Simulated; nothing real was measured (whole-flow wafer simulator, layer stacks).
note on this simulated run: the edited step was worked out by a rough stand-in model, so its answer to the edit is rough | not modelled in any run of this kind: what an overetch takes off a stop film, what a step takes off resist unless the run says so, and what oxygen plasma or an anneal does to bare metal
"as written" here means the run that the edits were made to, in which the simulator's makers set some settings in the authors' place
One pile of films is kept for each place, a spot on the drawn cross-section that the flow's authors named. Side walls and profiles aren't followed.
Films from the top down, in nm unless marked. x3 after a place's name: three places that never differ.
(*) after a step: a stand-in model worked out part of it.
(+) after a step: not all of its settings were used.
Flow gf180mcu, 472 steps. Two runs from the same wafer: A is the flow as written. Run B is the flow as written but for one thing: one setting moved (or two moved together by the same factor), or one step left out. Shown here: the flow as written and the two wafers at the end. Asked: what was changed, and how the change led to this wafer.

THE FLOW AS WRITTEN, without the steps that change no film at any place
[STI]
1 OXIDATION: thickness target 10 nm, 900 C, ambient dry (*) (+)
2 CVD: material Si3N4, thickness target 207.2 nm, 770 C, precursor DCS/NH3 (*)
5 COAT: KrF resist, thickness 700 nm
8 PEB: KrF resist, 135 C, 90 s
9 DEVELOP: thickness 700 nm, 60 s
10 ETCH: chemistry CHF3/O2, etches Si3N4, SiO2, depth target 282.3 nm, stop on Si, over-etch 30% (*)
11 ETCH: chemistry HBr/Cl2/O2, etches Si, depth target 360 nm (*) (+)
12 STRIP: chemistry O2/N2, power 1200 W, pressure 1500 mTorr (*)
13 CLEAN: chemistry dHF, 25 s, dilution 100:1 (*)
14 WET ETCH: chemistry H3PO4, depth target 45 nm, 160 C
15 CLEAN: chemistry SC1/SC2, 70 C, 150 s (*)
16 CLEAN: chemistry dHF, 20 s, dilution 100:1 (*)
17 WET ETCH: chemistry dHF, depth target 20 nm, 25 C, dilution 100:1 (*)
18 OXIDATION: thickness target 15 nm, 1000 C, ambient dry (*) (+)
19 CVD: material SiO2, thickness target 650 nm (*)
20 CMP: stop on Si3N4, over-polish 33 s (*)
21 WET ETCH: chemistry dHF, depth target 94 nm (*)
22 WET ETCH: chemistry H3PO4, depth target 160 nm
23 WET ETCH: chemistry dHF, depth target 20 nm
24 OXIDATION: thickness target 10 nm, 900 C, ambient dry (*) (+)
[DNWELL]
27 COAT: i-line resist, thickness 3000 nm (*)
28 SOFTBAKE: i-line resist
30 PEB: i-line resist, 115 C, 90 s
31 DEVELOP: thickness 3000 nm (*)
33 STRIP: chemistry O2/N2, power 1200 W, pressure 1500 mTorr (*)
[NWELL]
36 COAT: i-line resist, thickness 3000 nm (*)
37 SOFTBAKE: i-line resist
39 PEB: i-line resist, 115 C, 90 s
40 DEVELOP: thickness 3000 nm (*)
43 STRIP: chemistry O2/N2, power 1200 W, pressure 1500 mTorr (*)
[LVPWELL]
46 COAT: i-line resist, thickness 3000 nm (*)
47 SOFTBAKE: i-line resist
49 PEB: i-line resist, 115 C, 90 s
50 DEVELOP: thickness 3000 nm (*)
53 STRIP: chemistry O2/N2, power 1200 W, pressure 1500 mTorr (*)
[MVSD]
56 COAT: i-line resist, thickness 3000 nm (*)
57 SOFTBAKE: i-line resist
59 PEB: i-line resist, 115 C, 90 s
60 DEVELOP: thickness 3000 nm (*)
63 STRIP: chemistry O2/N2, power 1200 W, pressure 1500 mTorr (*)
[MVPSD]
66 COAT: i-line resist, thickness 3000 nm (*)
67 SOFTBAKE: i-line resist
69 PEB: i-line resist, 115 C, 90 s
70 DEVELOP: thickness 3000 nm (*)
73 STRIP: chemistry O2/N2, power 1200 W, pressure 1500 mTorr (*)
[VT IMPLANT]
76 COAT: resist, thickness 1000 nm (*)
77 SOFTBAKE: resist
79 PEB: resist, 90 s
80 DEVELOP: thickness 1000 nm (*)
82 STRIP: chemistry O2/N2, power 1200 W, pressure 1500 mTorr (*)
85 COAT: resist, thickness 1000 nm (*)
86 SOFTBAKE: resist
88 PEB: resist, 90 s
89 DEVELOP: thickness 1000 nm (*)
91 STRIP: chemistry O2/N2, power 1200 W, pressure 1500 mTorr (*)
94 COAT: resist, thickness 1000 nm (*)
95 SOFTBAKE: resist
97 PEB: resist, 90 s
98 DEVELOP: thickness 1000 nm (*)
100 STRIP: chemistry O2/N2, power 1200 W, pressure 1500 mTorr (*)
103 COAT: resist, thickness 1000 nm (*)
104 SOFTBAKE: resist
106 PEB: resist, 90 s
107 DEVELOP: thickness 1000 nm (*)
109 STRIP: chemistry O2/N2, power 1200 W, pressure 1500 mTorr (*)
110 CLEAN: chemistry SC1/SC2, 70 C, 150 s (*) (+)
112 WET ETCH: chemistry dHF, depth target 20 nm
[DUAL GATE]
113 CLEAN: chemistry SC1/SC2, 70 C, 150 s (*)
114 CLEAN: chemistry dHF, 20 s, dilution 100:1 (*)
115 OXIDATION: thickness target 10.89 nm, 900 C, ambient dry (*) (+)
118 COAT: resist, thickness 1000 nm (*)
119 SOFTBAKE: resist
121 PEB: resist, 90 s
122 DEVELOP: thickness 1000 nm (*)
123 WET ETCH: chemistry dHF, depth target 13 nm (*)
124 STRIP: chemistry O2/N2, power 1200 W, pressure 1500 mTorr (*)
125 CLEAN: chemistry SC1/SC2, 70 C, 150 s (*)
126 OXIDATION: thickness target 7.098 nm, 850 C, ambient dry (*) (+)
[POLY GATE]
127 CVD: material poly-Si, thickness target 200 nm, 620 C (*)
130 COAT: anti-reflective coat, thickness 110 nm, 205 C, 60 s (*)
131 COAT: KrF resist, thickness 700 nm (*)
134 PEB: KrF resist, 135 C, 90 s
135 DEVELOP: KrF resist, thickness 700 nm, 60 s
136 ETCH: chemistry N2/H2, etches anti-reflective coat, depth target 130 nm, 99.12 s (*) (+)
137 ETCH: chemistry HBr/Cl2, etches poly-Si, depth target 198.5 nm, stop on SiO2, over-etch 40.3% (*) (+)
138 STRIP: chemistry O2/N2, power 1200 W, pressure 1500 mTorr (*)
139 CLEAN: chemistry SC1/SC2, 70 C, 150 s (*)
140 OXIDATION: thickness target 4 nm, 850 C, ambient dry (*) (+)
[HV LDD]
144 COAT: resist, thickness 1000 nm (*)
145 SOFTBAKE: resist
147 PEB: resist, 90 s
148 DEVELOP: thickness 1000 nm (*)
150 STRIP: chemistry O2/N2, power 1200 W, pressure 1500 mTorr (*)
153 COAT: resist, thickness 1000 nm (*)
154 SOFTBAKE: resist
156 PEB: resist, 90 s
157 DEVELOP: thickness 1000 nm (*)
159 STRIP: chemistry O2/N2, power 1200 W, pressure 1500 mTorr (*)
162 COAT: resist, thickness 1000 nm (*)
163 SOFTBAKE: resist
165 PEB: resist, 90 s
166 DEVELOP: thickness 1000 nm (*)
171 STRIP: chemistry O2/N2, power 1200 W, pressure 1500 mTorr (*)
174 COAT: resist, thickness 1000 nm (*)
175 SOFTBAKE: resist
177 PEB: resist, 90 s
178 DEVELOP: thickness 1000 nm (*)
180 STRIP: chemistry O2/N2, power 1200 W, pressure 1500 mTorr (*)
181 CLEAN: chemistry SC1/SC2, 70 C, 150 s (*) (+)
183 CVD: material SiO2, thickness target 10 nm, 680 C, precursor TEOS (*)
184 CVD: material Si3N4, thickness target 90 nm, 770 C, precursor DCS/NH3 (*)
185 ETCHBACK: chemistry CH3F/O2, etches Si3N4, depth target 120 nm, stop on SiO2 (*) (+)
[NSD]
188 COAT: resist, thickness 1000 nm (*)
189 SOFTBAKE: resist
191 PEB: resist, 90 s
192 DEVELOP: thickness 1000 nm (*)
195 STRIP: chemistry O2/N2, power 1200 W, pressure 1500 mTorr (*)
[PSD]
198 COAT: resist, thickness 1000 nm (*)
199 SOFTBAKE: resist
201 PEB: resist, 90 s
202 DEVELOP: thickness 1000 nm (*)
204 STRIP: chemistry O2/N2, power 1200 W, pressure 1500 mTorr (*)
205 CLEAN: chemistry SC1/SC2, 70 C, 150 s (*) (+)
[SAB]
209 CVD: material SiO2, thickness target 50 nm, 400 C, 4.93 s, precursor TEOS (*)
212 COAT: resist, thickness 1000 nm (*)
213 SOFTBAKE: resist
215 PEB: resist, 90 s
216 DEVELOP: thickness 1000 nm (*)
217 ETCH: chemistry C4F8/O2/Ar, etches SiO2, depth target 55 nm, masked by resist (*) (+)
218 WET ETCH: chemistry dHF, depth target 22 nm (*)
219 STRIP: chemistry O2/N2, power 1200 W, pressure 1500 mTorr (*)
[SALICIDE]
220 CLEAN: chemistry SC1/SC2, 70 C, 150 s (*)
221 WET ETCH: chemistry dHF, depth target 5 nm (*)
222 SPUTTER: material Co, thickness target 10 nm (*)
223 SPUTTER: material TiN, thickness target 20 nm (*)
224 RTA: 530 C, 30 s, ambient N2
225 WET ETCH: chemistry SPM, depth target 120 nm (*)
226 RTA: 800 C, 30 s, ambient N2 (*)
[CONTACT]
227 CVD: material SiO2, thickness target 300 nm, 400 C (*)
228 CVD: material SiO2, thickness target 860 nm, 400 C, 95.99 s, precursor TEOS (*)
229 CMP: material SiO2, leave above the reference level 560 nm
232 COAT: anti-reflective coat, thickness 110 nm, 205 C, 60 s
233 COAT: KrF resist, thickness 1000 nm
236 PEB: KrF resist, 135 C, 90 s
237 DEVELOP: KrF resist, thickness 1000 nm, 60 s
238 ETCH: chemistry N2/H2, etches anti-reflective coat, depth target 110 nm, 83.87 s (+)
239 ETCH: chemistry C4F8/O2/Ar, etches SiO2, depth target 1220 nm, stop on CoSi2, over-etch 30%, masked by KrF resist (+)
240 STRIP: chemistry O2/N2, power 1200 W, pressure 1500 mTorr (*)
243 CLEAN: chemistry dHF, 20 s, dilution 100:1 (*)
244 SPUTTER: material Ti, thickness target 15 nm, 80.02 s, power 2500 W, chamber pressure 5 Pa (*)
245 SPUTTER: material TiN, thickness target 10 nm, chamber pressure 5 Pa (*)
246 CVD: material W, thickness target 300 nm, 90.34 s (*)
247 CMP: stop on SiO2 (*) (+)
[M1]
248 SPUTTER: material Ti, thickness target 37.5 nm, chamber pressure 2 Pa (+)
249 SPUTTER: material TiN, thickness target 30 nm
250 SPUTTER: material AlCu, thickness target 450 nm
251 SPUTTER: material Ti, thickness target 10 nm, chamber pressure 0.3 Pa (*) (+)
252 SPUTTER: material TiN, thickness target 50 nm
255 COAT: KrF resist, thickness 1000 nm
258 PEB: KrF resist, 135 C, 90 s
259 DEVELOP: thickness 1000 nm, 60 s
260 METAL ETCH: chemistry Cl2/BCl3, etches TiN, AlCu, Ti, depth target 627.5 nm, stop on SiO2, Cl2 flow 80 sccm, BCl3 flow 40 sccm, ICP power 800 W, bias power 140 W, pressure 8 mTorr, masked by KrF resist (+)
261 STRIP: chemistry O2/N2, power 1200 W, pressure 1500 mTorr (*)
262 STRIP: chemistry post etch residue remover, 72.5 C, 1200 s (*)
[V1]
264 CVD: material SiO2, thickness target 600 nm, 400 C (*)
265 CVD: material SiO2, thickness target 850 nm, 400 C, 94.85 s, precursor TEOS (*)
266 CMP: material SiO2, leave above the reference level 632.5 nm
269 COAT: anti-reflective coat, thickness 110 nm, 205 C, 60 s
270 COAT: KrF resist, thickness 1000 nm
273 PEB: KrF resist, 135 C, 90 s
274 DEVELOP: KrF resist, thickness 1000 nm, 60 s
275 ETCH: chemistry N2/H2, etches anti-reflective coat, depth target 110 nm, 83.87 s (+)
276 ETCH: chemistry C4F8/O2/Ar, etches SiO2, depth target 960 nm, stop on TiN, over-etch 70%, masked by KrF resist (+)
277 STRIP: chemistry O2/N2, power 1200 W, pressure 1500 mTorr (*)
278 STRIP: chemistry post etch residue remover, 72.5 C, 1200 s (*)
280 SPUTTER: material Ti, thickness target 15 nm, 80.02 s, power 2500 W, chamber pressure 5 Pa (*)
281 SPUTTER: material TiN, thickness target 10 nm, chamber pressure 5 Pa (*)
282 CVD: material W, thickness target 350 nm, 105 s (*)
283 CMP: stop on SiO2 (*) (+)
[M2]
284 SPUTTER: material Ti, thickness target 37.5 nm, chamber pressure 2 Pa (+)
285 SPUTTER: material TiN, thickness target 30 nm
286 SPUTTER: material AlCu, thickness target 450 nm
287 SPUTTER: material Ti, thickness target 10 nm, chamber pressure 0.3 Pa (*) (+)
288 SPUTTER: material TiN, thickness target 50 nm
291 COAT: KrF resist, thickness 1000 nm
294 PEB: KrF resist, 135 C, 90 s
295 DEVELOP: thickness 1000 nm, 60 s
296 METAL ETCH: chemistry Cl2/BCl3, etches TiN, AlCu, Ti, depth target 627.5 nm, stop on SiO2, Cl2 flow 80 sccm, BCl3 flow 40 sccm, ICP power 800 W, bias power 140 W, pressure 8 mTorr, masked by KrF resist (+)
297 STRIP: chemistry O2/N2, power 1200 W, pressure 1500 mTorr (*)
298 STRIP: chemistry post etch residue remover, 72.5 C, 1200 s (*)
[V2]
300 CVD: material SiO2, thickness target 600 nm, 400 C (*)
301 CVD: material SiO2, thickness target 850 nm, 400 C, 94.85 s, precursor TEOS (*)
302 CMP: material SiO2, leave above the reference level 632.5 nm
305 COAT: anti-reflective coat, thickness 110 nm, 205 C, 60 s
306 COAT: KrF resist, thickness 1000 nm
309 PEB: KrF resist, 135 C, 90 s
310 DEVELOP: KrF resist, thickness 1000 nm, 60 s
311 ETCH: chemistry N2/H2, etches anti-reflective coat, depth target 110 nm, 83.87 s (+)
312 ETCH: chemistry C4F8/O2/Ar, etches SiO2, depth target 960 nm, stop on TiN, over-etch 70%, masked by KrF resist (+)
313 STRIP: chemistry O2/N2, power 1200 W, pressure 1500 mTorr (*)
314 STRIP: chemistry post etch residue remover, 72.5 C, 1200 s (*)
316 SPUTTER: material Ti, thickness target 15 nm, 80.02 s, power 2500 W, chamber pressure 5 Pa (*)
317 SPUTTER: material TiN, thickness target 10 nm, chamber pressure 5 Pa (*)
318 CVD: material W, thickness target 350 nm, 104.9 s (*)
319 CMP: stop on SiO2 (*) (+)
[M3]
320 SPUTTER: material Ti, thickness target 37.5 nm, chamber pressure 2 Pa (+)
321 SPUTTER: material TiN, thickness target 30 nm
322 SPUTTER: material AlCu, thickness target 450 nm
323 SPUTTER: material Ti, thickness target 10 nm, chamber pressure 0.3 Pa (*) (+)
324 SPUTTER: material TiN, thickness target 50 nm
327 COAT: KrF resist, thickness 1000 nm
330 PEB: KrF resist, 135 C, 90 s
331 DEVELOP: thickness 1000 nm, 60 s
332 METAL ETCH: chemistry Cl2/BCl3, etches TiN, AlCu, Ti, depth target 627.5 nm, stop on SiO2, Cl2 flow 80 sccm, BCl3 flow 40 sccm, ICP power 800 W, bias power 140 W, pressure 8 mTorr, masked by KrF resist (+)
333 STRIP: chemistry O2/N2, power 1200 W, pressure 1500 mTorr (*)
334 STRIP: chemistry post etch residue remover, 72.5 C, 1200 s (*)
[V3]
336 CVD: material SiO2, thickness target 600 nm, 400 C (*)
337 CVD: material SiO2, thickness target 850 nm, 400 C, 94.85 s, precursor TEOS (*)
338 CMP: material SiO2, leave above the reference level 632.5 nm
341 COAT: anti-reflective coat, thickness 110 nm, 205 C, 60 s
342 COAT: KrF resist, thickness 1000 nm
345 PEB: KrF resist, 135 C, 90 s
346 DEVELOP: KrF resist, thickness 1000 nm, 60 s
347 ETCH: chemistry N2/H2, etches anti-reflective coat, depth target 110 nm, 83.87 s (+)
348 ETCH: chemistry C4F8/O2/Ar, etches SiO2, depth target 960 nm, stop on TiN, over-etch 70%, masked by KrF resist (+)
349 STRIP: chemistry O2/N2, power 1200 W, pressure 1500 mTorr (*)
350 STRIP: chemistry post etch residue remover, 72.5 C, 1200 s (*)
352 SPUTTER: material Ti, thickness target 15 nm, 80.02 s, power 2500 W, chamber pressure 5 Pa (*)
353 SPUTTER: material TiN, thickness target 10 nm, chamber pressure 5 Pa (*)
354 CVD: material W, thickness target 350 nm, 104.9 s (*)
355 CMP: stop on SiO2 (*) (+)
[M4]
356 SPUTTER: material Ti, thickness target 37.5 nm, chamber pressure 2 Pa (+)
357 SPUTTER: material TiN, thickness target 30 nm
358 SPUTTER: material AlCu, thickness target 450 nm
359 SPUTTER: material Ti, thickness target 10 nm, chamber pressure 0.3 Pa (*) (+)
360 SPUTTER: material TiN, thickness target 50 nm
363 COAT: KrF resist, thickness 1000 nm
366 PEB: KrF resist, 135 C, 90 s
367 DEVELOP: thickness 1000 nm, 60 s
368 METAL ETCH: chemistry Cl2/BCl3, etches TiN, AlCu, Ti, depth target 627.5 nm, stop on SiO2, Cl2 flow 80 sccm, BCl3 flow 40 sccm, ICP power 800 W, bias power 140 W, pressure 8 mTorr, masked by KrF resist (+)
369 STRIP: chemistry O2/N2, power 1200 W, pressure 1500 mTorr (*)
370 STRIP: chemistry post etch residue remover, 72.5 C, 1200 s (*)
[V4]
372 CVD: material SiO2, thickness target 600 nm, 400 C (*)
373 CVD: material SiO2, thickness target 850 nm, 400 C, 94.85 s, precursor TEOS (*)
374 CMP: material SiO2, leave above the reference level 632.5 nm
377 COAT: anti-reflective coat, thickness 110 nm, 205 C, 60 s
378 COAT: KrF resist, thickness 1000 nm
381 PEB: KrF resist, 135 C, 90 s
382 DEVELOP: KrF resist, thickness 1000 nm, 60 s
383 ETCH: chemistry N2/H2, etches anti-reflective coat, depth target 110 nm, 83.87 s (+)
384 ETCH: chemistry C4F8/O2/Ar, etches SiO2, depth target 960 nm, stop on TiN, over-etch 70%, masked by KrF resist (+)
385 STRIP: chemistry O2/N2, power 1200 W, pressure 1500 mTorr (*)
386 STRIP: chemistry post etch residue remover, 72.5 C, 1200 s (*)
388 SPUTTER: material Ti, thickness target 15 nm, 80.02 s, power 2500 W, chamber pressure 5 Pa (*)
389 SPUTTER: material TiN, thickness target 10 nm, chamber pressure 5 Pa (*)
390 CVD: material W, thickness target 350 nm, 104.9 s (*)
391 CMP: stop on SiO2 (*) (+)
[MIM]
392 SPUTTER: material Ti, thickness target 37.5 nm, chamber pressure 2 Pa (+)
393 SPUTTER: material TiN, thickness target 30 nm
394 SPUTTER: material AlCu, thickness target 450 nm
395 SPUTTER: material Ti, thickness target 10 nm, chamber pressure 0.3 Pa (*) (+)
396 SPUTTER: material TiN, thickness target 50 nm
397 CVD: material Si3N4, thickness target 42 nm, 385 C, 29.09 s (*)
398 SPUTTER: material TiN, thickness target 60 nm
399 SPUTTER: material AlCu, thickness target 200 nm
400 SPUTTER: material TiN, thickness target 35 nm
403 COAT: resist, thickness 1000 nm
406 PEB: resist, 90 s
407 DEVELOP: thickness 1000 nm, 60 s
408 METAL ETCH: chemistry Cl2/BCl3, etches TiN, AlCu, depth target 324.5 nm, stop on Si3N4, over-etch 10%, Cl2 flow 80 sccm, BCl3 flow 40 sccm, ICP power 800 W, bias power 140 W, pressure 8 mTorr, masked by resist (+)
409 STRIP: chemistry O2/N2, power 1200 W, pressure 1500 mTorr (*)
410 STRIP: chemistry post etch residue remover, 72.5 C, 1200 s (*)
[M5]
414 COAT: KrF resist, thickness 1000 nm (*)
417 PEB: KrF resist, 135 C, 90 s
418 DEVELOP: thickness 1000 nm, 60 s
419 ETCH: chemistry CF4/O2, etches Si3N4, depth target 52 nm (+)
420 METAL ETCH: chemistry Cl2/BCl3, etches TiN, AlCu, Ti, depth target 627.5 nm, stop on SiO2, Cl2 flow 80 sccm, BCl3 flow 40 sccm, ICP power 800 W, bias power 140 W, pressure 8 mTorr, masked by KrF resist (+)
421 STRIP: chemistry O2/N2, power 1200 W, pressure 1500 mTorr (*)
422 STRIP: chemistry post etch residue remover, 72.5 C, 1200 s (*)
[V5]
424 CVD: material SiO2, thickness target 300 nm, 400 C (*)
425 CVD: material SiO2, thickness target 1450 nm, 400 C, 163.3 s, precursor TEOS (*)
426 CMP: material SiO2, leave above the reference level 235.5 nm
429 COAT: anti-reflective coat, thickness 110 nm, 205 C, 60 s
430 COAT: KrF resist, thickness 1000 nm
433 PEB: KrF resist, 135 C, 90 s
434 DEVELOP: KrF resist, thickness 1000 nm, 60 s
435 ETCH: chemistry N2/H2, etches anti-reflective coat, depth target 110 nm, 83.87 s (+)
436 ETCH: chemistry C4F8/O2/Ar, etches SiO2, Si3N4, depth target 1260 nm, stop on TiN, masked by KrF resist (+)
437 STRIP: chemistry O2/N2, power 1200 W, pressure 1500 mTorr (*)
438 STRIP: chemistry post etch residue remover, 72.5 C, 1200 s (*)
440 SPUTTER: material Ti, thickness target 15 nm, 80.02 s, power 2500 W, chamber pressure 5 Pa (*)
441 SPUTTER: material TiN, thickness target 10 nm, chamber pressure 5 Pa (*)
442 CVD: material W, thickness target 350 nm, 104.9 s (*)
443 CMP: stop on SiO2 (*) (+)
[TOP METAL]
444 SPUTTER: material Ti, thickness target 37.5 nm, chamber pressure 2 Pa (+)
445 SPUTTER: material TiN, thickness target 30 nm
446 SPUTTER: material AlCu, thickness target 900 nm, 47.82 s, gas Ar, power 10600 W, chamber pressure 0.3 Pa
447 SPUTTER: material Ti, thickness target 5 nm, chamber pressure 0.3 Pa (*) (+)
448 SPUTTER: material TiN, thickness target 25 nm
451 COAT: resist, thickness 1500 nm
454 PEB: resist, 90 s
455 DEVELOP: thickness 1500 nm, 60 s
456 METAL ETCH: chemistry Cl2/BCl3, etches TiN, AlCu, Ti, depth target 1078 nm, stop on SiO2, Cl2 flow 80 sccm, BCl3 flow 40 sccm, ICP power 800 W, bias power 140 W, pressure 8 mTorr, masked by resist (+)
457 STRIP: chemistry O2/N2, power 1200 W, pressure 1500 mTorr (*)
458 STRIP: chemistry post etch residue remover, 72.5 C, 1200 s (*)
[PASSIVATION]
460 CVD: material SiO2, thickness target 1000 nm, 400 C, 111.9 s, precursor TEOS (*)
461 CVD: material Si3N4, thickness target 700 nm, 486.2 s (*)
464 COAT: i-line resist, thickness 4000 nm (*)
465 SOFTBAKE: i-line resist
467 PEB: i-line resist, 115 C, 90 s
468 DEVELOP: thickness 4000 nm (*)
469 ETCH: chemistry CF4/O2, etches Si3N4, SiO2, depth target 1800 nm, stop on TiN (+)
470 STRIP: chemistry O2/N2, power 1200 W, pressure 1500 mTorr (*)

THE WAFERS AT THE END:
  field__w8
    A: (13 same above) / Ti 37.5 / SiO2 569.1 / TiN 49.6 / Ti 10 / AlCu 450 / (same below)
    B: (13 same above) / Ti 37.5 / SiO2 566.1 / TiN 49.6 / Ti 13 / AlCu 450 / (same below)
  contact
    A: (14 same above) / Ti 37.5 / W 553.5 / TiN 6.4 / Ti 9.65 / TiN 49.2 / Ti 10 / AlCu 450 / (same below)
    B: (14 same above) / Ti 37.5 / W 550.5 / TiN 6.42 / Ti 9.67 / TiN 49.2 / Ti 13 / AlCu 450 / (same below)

The cause: step 359, SPUTTER: thickness target 13 nm was run, where the flow has thickness target 10 nm.
It can be read off the wafer: field__w8 has Ti 13, and step 359 as written asks for 10 nm.

How the change led to this, step by step:
  359 SPUTTER: material Ti, thickness target 10 nm, chamber pressure 0.3 Pa (*) (+)
      field, field__w1, field__w2 and 108 more: A Ti +10 (new film) | B Ti +13 (new film)
  368 METAL ETCH: chemistry Cl2/BCl3, etches TiN, AlCu, Ti, depth target 627.5 nm, stop on SiO2, Cl2 flow 80 sccm, BCl3 flow 40 sccm, ICP power 800 W, bias power 140 W, pressure 8 mTorr, masked by KrF resist (+)
      field, field__w1, field__w2 and 103 more: A TiN -50 (all of it), Ti -10 (all of it), AlCu -450 (all of it), TiN -30 (all of it), Ti -37.5 (all of it) | B TiN -50 (all of it), Ti -13 (all of it), AlCu -450 (all of it), TiN -30 (all of it), Ti -37.5 (all of it)
